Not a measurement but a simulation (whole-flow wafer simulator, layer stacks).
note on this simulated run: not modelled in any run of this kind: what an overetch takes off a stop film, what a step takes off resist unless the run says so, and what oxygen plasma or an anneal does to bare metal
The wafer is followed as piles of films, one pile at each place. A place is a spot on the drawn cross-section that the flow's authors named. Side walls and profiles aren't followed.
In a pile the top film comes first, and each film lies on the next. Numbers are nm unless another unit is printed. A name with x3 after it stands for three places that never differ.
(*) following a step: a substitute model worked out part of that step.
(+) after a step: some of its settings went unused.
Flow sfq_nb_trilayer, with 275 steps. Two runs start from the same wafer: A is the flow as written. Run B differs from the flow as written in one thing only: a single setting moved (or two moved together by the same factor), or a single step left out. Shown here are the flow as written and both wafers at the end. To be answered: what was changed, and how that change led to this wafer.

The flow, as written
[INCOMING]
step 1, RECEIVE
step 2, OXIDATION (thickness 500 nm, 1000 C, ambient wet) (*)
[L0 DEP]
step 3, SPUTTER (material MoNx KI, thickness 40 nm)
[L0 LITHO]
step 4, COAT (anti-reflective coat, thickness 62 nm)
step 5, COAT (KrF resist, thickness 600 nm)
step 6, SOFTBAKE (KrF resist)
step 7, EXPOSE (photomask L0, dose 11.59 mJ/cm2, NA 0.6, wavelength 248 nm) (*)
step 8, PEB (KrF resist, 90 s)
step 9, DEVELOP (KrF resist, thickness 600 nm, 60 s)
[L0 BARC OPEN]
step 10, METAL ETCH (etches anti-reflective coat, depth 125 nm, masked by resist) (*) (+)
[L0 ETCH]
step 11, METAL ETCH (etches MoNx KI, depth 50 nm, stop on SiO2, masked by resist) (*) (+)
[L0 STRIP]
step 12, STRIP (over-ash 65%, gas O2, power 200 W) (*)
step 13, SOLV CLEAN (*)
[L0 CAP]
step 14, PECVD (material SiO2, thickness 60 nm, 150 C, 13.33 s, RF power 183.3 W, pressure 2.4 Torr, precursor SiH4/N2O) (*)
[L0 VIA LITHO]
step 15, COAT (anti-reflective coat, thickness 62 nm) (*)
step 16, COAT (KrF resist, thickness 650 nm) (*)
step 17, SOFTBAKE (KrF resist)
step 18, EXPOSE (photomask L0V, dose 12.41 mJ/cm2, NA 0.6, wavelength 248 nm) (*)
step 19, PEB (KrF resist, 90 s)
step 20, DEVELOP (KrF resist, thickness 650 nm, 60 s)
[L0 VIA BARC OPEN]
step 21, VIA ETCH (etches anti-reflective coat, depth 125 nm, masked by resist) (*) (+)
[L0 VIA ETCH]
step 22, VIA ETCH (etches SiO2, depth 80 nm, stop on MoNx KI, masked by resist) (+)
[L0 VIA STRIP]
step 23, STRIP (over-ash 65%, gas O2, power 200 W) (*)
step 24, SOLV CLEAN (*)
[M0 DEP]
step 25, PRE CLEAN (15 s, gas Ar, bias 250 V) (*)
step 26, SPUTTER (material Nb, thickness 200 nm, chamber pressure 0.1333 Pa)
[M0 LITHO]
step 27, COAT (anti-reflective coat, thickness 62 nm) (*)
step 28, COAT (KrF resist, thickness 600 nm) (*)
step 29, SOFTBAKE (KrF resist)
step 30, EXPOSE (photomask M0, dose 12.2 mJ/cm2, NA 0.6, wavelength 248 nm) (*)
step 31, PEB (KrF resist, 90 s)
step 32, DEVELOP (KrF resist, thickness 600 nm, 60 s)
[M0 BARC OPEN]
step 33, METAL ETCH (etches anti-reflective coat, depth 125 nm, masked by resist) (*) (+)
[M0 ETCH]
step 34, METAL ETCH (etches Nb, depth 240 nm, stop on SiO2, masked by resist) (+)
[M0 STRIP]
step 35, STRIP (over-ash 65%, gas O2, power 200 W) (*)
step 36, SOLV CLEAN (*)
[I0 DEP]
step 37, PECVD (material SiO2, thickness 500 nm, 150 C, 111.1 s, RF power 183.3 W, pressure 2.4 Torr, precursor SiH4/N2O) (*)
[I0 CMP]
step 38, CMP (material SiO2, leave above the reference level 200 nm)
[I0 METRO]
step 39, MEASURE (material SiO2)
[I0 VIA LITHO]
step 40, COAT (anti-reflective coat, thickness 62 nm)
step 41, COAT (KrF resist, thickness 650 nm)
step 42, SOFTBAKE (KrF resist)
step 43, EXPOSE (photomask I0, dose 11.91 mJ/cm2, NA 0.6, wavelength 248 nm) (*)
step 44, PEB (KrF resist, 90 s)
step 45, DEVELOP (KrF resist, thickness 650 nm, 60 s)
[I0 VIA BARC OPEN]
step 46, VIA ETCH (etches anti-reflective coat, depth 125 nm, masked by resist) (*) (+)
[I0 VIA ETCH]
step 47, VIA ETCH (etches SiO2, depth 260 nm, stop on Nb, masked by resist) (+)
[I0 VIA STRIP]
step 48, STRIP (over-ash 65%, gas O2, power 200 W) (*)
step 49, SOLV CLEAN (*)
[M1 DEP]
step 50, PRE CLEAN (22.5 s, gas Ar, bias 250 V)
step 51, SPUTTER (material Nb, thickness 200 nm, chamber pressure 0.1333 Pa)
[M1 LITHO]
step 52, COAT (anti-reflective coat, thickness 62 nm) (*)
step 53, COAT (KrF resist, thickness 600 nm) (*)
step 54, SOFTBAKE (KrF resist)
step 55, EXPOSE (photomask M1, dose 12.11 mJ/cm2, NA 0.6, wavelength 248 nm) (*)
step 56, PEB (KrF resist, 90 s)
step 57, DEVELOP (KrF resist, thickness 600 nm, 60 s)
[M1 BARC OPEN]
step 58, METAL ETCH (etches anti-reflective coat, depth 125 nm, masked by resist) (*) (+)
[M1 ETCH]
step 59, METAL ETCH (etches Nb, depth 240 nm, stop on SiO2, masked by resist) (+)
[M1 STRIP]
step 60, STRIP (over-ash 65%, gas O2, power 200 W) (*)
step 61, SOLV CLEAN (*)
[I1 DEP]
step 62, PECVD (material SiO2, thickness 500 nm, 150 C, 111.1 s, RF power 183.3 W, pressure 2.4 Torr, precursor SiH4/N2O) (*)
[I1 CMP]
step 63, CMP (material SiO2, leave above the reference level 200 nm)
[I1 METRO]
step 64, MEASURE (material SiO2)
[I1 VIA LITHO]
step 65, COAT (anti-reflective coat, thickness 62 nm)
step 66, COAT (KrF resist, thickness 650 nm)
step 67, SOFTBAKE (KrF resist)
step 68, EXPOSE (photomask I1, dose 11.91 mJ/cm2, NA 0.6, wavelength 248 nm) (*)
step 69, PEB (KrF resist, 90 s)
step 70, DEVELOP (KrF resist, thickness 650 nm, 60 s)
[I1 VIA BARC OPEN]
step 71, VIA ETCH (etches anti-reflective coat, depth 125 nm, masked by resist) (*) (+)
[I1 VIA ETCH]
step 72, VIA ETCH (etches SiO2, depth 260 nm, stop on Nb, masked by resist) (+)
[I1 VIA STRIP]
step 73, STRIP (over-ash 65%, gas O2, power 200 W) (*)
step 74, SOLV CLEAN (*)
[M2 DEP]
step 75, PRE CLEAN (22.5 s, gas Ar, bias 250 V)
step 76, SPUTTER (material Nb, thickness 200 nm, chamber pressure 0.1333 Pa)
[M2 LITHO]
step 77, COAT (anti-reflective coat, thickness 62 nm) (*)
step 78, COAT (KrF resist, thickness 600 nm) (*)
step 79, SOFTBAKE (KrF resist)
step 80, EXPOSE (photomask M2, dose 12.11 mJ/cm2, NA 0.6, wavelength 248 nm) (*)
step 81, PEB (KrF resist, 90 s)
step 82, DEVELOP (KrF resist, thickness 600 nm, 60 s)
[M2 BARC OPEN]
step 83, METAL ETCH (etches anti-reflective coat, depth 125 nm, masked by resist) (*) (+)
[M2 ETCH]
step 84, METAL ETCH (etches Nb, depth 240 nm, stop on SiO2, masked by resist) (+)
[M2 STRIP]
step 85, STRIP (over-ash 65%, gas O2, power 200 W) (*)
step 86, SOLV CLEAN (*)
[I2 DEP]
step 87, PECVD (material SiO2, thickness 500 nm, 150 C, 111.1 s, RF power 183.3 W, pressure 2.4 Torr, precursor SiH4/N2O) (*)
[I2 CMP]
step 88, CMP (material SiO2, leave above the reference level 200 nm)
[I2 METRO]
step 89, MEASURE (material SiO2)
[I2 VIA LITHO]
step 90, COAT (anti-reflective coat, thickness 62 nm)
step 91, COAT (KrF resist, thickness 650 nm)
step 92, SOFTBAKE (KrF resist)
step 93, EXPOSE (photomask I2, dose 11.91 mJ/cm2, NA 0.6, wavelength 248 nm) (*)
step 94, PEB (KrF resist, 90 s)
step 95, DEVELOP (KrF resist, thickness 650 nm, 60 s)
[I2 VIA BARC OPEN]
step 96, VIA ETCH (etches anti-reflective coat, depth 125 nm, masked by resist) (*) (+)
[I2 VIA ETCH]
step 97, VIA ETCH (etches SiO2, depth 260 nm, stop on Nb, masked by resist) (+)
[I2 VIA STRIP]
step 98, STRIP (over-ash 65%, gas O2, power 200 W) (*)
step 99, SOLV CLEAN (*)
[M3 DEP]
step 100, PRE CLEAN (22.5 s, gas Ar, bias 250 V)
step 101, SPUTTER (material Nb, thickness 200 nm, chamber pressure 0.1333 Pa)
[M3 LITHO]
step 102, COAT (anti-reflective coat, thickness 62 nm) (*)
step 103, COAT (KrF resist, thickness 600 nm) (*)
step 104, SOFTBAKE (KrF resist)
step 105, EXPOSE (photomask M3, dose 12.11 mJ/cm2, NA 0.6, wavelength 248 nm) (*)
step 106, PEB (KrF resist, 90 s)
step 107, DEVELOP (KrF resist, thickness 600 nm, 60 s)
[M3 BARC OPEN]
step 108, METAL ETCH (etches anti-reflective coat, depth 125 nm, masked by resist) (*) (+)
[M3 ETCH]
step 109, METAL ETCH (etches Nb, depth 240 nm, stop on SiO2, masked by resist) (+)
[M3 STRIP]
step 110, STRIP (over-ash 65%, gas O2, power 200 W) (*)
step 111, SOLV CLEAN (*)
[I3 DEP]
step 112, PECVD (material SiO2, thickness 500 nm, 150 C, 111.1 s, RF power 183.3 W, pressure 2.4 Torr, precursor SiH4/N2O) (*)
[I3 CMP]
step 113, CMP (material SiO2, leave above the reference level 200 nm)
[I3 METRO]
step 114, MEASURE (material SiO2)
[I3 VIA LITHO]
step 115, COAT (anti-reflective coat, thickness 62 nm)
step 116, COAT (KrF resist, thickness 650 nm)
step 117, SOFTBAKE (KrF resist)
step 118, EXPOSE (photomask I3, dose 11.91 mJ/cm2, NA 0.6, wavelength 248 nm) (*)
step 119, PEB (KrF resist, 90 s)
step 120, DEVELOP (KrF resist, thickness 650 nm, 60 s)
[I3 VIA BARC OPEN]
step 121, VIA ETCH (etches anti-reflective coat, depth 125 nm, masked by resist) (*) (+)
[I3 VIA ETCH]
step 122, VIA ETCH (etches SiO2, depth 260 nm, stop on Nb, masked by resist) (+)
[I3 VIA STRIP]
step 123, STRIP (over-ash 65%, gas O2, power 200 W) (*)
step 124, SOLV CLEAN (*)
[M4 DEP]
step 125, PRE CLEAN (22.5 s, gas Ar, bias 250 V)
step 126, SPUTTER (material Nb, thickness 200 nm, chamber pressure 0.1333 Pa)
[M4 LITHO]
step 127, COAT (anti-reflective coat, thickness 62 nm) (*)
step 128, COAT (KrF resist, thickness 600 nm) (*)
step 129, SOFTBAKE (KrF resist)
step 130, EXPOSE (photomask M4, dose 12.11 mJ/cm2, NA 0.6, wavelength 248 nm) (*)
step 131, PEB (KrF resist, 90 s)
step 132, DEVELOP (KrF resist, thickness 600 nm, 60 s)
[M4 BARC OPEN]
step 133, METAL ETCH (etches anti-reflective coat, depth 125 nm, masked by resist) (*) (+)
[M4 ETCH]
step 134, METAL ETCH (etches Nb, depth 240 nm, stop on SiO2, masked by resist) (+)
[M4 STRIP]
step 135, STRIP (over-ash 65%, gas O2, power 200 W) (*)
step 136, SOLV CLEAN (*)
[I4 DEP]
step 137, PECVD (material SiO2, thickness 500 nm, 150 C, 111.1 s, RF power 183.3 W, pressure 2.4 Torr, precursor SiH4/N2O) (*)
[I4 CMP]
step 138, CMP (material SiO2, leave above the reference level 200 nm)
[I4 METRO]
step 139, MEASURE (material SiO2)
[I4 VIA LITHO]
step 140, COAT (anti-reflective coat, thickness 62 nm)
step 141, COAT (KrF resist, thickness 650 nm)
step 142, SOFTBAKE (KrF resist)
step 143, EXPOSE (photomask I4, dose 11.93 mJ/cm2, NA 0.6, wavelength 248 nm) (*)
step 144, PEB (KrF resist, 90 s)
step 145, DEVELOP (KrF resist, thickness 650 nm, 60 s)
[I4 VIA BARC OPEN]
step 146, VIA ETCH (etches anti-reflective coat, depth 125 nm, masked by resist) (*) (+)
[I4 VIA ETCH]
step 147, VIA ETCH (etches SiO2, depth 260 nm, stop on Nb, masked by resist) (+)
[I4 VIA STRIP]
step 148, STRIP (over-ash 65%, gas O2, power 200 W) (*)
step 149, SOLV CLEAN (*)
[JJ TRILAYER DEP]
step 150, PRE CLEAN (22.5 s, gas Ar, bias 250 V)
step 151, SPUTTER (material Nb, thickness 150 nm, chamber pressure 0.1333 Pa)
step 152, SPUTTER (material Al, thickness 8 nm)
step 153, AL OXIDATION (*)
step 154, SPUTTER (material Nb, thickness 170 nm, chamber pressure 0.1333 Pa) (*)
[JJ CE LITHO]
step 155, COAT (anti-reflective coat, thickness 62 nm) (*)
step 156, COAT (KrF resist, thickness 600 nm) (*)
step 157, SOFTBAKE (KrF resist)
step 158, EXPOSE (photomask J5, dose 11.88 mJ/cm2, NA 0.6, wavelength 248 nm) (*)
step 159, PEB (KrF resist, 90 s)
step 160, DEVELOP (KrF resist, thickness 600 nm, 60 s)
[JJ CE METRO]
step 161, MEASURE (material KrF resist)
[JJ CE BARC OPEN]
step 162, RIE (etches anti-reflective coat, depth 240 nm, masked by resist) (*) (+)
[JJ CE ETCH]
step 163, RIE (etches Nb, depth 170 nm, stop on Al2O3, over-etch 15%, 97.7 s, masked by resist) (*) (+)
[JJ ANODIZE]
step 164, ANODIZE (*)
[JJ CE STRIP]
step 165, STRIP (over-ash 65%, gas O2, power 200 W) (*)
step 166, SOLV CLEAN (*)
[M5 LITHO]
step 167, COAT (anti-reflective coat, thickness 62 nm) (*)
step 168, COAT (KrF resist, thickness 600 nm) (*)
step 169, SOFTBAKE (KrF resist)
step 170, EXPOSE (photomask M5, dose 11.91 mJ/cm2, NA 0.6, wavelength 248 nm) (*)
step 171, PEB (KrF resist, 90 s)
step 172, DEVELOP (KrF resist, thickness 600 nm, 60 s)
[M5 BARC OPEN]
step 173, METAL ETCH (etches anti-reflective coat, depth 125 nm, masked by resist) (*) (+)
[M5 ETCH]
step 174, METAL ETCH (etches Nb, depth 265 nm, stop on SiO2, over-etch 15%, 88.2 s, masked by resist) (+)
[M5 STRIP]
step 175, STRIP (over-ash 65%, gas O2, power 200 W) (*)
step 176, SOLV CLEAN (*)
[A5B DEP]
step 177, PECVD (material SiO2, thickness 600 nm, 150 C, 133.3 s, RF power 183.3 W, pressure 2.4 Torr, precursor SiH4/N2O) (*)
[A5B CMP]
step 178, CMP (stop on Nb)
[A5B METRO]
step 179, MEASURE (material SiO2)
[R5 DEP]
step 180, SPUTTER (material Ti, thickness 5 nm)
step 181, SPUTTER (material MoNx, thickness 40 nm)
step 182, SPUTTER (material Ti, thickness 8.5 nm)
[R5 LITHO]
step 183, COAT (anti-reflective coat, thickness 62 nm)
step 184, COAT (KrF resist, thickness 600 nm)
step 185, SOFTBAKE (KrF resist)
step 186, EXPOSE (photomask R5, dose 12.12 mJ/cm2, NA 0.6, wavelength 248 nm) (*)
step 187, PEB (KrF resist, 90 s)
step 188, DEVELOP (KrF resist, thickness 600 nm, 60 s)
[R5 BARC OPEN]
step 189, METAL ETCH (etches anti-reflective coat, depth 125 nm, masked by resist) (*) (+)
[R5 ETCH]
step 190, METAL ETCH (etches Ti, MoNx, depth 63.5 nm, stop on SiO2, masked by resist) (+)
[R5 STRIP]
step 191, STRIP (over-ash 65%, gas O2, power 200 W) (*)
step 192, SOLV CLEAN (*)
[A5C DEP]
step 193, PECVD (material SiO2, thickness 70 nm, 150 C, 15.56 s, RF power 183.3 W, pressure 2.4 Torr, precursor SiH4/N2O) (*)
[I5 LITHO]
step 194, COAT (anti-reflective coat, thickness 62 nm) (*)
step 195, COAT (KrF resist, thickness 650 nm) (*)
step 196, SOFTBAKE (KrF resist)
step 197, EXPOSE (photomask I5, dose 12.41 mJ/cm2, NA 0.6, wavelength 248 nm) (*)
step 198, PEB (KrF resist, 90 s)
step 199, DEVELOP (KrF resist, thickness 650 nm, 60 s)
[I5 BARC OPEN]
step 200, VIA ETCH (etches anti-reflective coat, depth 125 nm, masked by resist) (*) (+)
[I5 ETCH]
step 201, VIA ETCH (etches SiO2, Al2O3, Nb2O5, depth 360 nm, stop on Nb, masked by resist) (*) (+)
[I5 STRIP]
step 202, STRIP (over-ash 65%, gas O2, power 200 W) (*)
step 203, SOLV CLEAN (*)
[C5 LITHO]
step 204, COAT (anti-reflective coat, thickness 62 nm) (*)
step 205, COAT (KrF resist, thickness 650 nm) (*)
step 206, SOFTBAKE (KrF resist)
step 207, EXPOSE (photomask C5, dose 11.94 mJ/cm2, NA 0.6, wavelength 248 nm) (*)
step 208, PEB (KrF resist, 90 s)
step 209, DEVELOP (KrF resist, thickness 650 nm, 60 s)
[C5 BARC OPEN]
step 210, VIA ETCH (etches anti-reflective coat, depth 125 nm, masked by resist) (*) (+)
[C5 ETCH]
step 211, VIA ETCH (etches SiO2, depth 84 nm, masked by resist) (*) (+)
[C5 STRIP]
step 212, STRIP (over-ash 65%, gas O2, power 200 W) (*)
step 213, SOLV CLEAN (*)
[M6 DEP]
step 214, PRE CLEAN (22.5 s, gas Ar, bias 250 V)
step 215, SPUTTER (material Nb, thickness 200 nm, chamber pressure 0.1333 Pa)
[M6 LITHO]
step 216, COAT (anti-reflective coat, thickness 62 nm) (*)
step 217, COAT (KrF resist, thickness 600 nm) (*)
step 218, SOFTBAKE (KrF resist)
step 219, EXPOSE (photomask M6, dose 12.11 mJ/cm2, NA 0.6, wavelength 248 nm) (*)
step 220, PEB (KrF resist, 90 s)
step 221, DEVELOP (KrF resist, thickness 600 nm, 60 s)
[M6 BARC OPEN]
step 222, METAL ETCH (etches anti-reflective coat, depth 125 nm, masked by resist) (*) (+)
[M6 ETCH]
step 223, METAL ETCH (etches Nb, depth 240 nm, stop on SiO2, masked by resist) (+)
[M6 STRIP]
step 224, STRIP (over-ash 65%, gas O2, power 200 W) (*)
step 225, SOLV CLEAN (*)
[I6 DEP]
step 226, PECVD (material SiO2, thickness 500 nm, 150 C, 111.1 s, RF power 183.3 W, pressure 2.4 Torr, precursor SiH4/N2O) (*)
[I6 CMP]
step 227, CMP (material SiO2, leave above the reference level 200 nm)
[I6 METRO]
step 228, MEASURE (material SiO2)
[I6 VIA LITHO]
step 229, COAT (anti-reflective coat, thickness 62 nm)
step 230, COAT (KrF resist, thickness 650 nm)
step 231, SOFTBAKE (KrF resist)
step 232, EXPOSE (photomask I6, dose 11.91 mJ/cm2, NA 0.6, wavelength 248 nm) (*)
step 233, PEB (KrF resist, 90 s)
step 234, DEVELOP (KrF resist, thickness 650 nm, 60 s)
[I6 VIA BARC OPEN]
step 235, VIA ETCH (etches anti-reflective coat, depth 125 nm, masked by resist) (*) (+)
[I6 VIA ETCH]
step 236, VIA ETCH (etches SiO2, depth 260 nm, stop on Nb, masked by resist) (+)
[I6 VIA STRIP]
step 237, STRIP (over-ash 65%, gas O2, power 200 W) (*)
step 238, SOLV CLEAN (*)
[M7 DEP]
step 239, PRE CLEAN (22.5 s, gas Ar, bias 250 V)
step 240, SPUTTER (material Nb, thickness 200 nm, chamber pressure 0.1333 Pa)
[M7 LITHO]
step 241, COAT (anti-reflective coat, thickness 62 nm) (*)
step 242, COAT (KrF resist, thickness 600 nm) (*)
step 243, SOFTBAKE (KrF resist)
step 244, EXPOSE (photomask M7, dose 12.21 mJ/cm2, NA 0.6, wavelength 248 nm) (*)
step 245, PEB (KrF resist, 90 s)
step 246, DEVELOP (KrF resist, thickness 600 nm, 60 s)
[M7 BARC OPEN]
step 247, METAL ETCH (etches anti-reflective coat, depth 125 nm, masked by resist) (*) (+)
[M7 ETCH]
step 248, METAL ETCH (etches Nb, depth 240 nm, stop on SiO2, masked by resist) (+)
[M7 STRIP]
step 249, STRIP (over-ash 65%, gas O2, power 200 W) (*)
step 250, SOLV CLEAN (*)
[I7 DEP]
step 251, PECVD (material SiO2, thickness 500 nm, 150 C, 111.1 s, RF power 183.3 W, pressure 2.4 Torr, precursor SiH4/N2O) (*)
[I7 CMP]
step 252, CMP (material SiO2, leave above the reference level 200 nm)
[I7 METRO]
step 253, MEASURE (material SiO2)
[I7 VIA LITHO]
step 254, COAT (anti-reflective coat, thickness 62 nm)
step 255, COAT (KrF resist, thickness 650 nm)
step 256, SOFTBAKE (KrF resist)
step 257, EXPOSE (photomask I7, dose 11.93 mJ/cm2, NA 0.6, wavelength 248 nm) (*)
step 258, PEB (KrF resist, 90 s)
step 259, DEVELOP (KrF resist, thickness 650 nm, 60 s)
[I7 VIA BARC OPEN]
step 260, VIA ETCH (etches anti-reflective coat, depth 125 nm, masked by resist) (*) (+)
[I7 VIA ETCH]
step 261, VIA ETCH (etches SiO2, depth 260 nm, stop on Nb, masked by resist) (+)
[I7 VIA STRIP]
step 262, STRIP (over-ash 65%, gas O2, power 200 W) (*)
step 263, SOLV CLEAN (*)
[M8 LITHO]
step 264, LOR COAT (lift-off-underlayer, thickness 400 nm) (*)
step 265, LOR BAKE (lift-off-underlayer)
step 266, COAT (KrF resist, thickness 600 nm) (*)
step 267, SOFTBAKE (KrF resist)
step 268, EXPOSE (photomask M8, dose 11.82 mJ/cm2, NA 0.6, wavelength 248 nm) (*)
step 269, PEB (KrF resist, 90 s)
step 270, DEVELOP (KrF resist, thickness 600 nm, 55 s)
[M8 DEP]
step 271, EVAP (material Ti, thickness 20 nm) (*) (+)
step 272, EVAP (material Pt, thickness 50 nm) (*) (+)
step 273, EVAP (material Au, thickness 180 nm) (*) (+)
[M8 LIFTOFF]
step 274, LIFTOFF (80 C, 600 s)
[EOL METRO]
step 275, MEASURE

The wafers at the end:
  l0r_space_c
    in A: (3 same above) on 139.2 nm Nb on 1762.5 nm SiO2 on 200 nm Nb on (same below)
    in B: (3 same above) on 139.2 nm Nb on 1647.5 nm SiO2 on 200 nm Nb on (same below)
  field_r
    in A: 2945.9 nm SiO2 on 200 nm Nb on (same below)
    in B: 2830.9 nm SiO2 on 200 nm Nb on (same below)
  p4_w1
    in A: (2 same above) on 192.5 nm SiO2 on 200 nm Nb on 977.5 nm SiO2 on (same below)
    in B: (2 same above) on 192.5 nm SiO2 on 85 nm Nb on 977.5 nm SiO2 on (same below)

The reason: step 101, SPUTTER: thickness 85 nm was run, whereas the flow has thickness 200 nm.
One can read it off the wafer: p4_w1 has Nb 85, and step 101 as written asks for 200 nm.

The path from the change to this, step by step:
  step 101, SPUTTER (material Nb, thickness 200 nm, chamber pressure 0.1333 Pa)
      field_l, v_sur, via_wl and 102 more: A +200 Nb (new film) | B +85 Nb (new film)
      via_w: A +165.5 Nb | B +70 Nb
  step 102, COAT (anti-reflective coat, thickness 62 nm) (*)
      via_wl: A +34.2 anti-reflective coat (new film) | B +31.8 anti-reflective coat (new film)
      via_w: A +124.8 anti-reflective coat (new film) | B +119 anti-reflective coat (new film)
      (also at 1 further place)
  step 109, METAL ETCH (etches Nb, depth 240 nm, stop on SiO2, masked by resist) (+)
      field_l, be, be_sur and 72 more: A -200 Nb (all of it) | B -85 Nb (all of it)
      v_sur, via_wl, via_w and 28 more: A -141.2 KrF resist | B -75 KrF resist
  step 110, STRIP (over-ash 65%, gas O2, power 200 W) (*)
      p4_w1, p4_w2, p4_w3 and 21 more: A -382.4 KrF resist (all of it), -62 anti-reflective coat (all of it) | B -448.6 KrF resist (all of it), -62 anti-reflective coat (all of it)
      v_sur: A -365.3 KrF resist (all of it), -61.1 anti-reflective coat (all of it) | B -433.9 KrF resist (all of it), -60.5 anti-reflective coat (all of it)
      (also at 6 further places)
  step 112, PECVD (material SiO2, thickness 500 nm, 150 C, 111.1 s, RF power 183.3 W, pressure 2.4 Torr, precursor SiH4/N2O) (*)
      p4_g1, p4_g2, p3_s0, p3_s1, p3_s2, p3_s3, p3_s4, p3_s5: A +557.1 SiO2 | B +500 SiO2
      via_w: A +615 SiO2 (new film) | B +582.8 SiO2 (new film)
  step 113, CMP (material SiO2, leave above the reference level 200 nm)
      field_l, be, be_sur and 64 more: A -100 SiO2 | B -215 SiO2
      p4_g1, p4_g2, p3_s0, p3_s1, p3_s2, p3_s3, p3_s4, p3_s5: A -157.1 SiO2 | B -215 SiO2
      (also at 1 further place)
